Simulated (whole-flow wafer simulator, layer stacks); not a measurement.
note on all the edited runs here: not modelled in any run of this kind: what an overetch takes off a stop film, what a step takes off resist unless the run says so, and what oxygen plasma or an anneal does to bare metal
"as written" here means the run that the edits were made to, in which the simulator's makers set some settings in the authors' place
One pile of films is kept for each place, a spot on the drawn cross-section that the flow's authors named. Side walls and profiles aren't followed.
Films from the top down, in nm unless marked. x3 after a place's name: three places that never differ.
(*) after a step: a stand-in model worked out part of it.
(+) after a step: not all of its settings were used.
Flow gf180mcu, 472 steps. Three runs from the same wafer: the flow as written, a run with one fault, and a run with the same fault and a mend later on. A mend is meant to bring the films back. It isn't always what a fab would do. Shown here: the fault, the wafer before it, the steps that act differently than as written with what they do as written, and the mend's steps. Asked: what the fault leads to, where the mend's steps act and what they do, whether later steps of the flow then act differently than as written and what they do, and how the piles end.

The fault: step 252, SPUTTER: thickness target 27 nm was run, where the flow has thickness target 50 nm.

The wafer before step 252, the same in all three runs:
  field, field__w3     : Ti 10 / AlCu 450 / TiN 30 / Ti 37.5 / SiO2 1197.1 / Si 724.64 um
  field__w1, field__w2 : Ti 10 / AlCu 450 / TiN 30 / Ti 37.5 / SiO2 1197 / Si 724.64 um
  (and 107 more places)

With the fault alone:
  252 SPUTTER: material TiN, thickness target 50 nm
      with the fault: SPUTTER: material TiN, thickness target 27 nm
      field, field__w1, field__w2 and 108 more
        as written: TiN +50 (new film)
        with the fault: TiN +27 (new film)
  Later steps of the flow that act differently than as written (2 more steps differ only slightly, by at most 2% or 0.5 nm, whichever is larger, and aren't shown):
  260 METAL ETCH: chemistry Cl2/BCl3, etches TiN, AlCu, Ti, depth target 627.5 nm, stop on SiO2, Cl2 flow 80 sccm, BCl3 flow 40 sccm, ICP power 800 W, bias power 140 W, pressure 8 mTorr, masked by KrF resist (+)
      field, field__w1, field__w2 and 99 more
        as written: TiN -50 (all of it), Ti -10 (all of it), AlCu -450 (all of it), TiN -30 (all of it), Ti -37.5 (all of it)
        with the fault: TiN -27 (all of it), Ti -10 (all of it), AlCu -450 (all of it), TiN -30 (all of it), Ti -37.5 (all of it)
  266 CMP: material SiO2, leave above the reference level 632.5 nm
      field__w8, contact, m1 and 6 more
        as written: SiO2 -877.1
        with the fault: SiO2 -854.1
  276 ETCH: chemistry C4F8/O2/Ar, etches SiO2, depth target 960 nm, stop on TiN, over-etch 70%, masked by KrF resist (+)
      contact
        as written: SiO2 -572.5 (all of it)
        with the fault: SiO2 -595.5 (all of it)
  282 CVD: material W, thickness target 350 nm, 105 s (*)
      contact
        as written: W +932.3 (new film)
        with the fault: W +955.5 (new film)
  At the end the piles differ from the flow's by more than 2% or 0.5 nm, whichever is larger, at field__w8, contact, m1 and 6 more.
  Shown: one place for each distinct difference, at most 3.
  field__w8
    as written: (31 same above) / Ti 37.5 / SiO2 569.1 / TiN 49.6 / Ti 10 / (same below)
    with the fault: (31 same above) / Ti 37.5 / SiO2 592.1 / TiN 26.6 / Ti 10 / (same below)
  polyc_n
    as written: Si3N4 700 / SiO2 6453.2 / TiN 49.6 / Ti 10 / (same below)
    with the fault: Si3N4 700 / SiO2 6476.2 / TiN 26.6 / Ti 10 / (same below)
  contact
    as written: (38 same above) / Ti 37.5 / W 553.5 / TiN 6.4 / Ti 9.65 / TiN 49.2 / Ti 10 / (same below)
    with the fault: (38 same above) / Ti 37.5 / W 576.7 / TiN 6.32 / Ti 9.52 / TiN 26.2 / Ti 10 / (same below)

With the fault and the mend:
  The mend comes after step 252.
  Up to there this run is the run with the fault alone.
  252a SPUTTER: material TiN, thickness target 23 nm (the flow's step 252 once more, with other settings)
      field, field__w1, field__w2 and 108 more
        TiN +23
  No later step of the flow acts differently than as written at any place that is followed.
  At the end the piles are the same as the flow's at every place that both follow.
